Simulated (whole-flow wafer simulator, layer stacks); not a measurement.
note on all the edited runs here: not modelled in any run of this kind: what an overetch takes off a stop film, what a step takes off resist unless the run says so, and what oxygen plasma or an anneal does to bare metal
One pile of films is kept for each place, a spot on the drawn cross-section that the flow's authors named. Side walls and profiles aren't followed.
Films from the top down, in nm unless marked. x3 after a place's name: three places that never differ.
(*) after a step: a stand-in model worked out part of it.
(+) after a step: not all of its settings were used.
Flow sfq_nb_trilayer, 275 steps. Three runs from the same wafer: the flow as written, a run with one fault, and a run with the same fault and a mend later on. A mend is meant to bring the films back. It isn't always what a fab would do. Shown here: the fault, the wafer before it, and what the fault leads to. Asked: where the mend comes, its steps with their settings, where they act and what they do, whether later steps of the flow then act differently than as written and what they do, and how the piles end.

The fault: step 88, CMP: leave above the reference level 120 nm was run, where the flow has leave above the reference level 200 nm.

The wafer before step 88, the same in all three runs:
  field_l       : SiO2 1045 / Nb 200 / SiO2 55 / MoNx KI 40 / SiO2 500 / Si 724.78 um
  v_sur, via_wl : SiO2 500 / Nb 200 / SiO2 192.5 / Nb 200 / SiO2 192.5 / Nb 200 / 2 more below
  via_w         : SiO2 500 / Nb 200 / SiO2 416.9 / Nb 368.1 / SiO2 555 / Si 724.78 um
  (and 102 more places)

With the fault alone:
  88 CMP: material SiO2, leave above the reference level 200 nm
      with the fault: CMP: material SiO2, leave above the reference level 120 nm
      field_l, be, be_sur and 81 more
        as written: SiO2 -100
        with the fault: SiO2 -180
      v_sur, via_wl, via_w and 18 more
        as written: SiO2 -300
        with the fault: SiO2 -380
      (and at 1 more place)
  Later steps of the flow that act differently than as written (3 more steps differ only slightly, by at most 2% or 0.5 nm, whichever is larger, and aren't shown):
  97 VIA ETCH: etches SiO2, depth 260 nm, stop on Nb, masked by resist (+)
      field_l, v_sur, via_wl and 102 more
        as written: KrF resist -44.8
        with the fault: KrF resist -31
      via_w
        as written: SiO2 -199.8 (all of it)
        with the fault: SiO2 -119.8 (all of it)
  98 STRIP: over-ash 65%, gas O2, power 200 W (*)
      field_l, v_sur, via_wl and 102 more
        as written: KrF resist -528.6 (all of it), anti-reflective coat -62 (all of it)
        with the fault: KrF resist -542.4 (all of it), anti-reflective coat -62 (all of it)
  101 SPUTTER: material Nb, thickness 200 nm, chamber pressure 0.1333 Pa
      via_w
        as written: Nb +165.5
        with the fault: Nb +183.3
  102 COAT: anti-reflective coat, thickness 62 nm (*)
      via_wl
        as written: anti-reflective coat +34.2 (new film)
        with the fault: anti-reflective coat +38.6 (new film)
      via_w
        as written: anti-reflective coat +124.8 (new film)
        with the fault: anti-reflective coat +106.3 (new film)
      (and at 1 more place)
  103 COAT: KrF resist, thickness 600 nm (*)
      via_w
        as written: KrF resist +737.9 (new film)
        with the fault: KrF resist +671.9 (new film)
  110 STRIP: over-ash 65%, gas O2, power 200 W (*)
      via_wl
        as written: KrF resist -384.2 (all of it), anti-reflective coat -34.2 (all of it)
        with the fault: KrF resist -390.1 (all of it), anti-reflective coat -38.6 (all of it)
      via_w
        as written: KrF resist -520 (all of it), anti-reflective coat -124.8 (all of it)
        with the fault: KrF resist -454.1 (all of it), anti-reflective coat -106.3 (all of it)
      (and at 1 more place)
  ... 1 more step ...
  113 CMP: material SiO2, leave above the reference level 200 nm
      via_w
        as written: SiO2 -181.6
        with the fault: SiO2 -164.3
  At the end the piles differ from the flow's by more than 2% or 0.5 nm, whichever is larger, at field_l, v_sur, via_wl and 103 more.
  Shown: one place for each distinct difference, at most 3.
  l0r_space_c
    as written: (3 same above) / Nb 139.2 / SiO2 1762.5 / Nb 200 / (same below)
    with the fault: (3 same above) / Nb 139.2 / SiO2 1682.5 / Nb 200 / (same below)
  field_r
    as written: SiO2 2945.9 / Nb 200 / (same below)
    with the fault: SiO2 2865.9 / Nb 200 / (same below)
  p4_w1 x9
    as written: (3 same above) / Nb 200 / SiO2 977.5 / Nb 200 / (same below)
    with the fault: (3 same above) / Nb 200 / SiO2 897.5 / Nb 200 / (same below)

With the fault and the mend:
  The mend comes after step 89.
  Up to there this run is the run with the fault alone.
  89a PECVD: material SiO2, thickness 80 nm, 150 C, 17.78 s, RF power 183.3 W, pressure 2.4 Torr, precursor SiH4/N2O (the flow's step 87 once more, with other settings)
      field_l, v_sur, via_wl and 103 more
        SiO2 +80
  No later step of the flow acts differently than as written at any place that is followed.
  At the end the piles are the same as the flow's at every place that both follow.
